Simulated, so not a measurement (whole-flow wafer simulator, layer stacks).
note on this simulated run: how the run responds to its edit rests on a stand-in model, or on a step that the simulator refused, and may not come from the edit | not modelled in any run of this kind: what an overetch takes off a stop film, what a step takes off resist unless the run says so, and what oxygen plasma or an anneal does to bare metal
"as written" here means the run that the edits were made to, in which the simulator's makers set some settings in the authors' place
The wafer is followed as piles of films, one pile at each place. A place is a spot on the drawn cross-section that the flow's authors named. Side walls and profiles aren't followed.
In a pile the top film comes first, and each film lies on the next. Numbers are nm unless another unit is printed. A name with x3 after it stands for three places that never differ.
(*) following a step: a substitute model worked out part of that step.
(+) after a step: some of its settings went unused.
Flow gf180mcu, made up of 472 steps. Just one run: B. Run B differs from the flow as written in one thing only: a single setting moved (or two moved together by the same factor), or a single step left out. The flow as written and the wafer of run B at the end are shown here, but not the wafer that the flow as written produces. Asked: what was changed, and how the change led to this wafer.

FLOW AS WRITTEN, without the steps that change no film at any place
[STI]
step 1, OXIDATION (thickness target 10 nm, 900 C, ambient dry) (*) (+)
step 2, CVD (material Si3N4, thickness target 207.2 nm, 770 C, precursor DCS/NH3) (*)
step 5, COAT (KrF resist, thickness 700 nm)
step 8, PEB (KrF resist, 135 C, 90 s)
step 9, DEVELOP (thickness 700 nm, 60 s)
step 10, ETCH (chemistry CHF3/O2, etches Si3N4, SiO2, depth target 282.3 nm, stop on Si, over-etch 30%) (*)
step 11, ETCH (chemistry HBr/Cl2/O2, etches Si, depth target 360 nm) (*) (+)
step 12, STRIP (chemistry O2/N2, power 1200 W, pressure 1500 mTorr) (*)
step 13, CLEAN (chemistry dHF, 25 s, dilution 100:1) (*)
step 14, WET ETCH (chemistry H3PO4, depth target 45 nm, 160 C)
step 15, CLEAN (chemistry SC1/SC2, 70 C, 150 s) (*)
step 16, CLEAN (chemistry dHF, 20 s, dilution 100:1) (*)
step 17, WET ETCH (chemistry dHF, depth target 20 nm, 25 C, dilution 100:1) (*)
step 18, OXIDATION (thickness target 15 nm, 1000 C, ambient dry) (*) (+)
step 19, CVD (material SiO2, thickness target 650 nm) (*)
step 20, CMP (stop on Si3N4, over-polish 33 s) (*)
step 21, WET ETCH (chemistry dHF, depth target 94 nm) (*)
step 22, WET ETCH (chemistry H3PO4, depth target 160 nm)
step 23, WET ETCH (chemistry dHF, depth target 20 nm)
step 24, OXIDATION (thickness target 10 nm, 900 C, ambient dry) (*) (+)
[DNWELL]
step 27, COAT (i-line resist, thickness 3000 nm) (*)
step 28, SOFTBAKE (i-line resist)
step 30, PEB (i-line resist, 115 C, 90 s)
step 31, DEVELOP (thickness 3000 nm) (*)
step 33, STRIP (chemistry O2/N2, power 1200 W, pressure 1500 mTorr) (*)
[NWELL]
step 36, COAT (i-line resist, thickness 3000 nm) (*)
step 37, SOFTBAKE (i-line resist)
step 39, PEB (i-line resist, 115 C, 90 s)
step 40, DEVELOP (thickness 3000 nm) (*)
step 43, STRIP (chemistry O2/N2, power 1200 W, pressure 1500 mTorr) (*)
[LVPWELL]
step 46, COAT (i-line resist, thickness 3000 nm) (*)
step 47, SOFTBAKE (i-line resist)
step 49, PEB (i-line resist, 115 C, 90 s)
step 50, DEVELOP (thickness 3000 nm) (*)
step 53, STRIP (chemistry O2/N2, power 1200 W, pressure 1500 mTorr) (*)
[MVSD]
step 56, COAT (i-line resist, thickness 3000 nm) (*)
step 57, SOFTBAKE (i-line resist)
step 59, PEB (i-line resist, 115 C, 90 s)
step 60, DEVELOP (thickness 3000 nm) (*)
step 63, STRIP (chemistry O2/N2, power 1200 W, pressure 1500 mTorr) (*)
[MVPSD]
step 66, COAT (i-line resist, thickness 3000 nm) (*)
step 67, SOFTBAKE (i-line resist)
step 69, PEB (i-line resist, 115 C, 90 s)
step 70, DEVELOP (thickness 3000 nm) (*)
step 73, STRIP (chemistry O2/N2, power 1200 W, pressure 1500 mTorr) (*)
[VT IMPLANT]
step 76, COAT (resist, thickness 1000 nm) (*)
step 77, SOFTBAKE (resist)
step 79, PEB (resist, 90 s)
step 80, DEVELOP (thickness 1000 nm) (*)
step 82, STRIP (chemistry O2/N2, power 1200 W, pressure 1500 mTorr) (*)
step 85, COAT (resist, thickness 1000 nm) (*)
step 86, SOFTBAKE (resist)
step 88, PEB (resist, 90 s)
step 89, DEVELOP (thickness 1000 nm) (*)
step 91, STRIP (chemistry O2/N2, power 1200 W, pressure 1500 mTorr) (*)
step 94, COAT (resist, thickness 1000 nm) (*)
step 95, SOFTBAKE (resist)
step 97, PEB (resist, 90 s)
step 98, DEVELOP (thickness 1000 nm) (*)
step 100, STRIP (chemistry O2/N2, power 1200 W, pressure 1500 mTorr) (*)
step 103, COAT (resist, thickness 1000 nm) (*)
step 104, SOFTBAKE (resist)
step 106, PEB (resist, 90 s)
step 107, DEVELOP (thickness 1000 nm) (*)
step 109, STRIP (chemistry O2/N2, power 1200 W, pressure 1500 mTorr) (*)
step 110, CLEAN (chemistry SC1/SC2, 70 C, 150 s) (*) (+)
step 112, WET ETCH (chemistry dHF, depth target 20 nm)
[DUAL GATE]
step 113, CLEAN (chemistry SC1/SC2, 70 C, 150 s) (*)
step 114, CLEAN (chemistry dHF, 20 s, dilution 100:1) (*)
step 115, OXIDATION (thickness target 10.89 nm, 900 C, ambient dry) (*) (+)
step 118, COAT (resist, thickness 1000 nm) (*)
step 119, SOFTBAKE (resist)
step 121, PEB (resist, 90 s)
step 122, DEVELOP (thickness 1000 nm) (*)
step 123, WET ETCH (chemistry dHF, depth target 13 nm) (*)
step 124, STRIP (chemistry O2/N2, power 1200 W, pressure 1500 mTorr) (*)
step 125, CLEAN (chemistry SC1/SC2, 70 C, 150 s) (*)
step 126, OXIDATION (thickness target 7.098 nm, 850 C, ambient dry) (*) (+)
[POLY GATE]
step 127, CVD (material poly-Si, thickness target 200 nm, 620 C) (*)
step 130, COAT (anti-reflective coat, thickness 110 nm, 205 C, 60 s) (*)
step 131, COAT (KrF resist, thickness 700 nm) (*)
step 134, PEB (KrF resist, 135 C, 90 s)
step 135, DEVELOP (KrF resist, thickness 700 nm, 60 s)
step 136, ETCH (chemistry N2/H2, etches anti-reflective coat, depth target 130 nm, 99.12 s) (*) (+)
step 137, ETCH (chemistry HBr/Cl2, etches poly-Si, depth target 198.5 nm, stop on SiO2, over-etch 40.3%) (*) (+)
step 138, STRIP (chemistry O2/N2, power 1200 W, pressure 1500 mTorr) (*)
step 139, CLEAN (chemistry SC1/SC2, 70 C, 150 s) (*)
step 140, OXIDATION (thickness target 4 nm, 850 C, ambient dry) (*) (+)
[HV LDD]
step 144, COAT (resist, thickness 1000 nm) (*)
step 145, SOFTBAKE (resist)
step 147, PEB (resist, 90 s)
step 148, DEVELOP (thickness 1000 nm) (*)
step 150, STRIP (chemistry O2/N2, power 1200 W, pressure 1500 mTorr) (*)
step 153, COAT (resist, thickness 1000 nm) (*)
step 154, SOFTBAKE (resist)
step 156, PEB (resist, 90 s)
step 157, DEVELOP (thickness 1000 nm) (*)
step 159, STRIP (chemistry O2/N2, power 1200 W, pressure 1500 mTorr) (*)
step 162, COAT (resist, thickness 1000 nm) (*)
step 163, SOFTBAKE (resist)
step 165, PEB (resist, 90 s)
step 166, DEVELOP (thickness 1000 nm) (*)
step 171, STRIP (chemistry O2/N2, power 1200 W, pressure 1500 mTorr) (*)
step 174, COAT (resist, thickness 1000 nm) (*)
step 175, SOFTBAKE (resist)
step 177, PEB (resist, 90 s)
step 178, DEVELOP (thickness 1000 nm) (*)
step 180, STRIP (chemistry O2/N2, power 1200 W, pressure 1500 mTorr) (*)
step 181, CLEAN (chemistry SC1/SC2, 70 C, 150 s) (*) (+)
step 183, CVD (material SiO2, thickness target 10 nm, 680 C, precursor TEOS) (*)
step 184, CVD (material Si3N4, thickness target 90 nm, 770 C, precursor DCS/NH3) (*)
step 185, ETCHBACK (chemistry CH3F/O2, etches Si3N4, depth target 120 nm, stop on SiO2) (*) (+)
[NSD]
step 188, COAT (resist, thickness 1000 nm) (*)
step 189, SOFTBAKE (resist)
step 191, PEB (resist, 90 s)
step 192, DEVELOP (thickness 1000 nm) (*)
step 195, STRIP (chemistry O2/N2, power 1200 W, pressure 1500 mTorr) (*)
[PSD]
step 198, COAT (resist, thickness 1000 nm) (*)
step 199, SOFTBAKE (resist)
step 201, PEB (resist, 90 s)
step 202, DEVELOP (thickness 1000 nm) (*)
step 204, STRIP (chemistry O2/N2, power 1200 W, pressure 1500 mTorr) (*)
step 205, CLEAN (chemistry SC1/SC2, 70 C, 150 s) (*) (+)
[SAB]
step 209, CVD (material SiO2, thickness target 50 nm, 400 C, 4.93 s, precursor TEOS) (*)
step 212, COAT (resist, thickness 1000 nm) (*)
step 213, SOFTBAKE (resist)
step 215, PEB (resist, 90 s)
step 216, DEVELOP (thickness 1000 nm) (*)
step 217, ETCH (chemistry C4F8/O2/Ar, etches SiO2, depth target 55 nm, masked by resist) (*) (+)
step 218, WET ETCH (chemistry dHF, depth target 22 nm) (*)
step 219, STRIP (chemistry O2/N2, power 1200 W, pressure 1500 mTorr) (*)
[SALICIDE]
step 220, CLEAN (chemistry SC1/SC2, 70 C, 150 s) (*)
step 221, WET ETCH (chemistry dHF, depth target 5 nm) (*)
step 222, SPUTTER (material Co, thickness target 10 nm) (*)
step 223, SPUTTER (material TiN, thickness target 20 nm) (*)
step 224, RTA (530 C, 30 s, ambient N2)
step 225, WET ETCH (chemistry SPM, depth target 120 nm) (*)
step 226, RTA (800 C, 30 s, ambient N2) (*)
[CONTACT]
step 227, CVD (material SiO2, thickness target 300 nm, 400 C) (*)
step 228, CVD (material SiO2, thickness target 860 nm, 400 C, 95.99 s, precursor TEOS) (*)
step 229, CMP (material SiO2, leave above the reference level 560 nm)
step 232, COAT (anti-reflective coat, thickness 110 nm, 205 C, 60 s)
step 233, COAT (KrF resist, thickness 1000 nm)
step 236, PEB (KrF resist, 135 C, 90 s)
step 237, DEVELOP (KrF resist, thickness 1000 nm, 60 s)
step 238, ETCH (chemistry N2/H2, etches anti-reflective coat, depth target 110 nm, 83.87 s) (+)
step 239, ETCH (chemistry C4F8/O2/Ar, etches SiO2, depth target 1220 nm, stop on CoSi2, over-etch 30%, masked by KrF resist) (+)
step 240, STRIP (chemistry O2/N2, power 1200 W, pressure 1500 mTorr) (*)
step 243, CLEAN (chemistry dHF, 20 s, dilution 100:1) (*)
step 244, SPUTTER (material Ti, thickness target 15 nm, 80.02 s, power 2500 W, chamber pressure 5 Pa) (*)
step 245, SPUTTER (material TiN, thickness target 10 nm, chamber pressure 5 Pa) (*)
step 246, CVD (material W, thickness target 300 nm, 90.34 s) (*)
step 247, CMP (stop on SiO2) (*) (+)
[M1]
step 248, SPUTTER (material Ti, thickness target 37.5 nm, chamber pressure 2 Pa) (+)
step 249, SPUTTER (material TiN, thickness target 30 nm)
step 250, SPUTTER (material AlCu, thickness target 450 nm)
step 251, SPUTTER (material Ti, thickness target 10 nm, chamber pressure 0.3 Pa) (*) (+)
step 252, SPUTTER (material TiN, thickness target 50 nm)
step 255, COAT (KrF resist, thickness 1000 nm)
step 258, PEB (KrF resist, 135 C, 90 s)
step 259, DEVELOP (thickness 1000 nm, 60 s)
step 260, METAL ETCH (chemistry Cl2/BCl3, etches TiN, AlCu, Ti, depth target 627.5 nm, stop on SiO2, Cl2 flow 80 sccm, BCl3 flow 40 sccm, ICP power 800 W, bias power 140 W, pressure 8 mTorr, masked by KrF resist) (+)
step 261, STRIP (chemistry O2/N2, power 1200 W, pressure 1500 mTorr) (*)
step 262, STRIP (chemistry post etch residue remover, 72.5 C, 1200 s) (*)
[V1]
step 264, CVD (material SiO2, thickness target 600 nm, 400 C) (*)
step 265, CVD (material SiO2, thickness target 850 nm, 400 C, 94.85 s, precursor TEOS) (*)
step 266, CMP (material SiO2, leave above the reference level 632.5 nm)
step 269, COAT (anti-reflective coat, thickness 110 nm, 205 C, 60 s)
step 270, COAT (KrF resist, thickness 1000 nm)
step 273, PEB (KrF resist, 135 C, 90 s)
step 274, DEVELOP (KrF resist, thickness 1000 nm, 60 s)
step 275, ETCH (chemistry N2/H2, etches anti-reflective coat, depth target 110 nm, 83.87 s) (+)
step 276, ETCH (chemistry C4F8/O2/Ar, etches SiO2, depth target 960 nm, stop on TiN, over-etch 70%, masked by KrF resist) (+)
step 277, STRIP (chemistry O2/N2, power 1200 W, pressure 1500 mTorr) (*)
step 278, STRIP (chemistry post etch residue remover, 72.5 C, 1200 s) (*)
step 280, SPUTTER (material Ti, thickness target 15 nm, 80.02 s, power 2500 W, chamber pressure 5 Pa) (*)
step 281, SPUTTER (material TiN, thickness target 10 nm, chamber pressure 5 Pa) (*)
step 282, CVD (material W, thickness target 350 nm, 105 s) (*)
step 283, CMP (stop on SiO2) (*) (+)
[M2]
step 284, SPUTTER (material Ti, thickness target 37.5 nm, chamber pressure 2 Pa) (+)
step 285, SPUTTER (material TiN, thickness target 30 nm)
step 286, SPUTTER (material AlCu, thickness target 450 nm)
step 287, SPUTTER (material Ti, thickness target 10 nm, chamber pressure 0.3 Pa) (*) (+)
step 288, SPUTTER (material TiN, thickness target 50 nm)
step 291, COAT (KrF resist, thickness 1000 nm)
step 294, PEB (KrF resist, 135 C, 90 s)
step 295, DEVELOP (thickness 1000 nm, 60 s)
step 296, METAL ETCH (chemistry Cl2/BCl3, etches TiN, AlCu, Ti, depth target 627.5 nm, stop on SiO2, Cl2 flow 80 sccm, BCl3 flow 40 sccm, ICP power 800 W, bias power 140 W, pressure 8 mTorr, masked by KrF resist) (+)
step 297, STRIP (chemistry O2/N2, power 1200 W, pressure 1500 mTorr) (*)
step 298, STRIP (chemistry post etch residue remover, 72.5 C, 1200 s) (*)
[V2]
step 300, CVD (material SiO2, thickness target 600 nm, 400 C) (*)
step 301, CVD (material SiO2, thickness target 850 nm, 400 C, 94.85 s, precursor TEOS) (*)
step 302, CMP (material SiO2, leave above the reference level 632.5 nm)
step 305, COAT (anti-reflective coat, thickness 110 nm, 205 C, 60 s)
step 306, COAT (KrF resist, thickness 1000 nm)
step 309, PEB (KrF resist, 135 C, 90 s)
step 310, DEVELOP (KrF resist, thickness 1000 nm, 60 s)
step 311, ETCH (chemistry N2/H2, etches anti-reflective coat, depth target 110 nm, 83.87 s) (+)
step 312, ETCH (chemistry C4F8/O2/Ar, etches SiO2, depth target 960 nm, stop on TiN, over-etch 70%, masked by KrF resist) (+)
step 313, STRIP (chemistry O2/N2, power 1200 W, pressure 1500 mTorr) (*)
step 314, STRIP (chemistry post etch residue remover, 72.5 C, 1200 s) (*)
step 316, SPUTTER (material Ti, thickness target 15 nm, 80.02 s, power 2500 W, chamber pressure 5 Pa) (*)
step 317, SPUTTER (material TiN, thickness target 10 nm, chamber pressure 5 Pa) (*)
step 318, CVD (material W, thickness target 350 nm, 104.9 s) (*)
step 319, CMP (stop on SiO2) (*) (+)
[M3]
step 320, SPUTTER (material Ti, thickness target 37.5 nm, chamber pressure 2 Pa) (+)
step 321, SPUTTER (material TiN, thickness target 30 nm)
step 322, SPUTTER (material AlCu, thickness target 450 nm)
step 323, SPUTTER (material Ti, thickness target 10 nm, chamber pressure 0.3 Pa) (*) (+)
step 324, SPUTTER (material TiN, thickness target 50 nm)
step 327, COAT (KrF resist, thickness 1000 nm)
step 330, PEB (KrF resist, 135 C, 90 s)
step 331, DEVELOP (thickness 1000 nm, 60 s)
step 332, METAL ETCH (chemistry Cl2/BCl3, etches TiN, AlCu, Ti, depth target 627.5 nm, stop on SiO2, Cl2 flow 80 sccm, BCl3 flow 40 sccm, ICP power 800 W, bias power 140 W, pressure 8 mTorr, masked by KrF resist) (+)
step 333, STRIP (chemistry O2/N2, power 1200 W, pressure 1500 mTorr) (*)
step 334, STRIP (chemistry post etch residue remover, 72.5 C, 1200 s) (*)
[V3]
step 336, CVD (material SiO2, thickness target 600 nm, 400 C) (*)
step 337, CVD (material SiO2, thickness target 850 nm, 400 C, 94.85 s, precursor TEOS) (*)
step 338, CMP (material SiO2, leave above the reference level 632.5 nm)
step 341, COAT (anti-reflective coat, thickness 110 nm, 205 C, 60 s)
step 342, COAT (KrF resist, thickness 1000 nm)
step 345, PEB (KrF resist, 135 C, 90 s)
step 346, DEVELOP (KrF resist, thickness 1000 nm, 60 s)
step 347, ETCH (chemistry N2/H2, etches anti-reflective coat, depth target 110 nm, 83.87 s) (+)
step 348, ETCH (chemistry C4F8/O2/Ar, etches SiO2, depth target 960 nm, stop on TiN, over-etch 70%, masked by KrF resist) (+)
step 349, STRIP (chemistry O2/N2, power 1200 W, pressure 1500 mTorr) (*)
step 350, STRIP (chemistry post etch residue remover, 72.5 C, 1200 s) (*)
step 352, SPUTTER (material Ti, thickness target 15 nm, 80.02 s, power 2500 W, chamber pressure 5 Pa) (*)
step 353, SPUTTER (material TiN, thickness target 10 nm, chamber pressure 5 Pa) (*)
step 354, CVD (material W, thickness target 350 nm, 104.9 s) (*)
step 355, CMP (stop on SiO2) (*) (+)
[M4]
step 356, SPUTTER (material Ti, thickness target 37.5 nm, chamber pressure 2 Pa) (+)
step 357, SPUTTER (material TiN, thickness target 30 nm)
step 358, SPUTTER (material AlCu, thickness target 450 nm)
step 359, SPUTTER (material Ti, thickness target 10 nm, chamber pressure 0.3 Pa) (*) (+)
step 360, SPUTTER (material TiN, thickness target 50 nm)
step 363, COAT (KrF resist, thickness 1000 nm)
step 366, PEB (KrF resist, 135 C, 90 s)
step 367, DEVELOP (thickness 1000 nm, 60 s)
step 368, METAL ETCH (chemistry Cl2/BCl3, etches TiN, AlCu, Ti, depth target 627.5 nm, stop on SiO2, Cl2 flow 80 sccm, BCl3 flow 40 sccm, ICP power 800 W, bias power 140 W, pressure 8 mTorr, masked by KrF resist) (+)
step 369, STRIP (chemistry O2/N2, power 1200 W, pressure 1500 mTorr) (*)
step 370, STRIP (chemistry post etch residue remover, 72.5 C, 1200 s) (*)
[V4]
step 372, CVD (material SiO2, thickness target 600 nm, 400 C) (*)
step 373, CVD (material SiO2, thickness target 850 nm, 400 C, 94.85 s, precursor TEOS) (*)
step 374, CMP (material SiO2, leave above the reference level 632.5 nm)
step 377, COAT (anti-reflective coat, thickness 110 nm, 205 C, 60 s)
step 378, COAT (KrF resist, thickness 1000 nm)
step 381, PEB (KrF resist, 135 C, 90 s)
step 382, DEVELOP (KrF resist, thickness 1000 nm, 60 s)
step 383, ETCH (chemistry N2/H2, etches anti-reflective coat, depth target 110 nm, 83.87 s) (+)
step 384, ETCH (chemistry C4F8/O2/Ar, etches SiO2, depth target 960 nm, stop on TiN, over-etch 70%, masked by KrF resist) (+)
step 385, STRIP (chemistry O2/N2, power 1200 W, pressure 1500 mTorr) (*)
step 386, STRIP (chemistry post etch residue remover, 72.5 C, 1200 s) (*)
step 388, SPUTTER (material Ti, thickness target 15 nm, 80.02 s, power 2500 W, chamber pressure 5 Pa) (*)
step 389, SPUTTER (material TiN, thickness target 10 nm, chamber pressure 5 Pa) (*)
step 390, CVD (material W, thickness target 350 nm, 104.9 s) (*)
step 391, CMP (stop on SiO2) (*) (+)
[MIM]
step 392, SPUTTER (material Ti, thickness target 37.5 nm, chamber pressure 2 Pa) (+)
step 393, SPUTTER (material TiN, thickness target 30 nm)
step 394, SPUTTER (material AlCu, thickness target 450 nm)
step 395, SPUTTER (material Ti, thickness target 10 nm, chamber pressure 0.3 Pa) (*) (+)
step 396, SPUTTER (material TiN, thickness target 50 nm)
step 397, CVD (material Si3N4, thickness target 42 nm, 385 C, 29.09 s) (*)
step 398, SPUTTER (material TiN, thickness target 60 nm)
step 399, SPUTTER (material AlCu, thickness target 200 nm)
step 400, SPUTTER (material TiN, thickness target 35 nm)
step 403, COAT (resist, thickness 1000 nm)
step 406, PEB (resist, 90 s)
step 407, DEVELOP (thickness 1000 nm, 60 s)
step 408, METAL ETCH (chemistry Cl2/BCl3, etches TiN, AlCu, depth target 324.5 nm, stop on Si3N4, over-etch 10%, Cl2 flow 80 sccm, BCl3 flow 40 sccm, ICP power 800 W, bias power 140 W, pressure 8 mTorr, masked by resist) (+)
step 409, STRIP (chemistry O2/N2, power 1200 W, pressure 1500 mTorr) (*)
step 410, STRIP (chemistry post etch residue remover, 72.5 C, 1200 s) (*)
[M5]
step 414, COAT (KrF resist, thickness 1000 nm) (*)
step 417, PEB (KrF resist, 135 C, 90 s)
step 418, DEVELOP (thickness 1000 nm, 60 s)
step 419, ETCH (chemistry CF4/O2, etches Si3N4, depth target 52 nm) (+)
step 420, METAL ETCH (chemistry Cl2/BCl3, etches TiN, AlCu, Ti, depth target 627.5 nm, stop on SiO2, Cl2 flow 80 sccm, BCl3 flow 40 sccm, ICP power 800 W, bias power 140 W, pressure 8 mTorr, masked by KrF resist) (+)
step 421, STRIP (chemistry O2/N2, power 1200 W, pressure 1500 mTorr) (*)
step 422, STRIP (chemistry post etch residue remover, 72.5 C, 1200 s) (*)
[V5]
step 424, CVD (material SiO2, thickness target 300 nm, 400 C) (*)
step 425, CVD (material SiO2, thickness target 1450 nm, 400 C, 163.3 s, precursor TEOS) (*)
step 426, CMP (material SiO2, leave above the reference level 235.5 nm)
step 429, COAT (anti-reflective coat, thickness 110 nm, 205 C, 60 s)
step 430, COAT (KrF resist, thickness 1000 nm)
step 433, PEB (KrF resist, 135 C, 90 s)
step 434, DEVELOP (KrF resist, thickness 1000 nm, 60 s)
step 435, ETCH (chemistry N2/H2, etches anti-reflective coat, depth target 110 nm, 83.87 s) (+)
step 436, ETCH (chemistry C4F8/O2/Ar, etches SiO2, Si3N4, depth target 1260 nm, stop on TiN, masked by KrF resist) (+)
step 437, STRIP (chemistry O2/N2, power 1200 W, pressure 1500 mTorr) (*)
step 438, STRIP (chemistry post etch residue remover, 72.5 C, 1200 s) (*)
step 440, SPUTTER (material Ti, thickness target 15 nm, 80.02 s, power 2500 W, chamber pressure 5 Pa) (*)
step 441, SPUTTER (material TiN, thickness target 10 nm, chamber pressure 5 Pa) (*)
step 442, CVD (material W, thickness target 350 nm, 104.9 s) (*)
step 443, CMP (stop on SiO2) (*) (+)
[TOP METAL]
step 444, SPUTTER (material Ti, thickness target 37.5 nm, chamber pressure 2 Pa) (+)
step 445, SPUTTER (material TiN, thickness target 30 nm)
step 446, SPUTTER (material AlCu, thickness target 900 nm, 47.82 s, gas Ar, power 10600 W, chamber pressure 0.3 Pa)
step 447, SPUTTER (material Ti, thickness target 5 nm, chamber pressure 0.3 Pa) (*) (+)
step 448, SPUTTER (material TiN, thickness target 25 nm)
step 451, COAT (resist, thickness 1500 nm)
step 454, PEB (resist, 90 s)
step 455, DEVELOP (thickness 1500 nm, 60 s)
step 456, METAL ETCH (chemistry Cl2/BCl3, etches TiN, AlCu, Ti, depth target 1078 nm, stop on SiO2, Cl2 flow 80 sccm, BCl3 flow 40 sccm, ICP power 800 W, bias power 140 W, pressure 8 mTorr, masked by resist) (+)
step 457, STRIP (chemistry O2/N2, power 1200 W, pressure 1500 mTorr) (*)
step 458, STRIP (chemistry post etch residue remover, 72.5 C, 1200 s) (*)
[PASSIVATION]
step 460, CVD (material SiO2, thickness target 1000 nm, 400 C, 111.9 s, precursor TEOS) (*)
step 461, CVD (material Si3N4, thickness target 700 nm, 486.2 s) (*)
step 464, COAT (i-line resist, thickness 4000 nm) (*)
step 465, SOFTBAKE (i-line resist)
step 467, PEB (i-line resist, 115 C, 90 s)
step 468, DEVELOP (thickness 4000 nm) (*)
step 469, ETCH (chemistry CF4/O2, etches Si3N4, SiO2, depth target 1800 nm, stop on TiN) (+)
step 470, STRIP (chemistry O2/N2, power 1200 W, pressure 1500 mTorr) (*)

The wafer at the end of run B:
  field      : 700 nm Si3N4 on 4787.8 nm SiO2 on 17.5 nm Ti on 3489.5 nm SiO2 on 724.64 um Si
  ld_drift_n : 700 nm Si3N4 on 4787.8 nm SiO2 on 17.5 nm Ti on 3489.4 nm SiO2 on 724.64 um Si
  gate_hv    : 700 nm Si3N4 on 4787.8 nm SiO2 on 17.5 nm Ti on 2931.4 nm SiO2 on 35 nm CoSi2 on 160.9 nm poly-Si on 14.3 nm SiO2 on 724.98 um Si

What caused this: step 322, SPUTTER: thickness target 517.5 nm was run, whereas the flow has thickness target 450 nm.

The path from the change to this, step by step:
  step 322, SPUTTER (material AlCu, thickness target 450 nm)
      field, field__w1, field__w2 and 108 more: +517.5 AlCu (new film) (in the flow as written it would be: +450 AlCu (new film))
  step 332, METAL ETCH (chemistry Cl2/BCl3, etches TiN, AlCu, Ti, depth target 627.5 nm, stop on SiO2, Cl2 flow 80 sccm, BCl3 flow 40 sccm, ICP power 800 W, bias power 140 W, pressure 8 mTorr, masked by KrF resist) (+)
      field, field__w1, field__w2 and 103 more: -50 TiN (all of it), -10 Ti (all of it), -517.5 AlCu (all of it), -30 TiN (all of it), -20 Ti (in the flow as written it would be: -50 TiN (all of it), -10 Ti (all of it), -450 AlCu (all of it), -30 TiN (all of it), -37.5 Ti (all of it))
  step 336, CVD (material SiO2, thickness target 600 nm, 400 C) (*)
      field, field__w1, field__w2 and 103 more: +600 SiO2 (new film) (in the flow as written it would be: +600 SiO2)
  step 338, CMP (material SiO2, leave above the reference level 632.5 nm)
      field, field__w1, field__w2 and 103 more: -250 SiO2 (in the flow as written it would be: -300 SiO2)
If metal films that touch count as one body, field has 1 body; the flow as written gives 0 bodies.
If metal films that touch count as one body, ld_drift_n has 1 body; the flow as written gives 0 bodies.
If metal films that touch count as one body, gate_hv has 2 bodies (between them, from the top down: SiO2 2931.4); the flow as written gives 1 body.
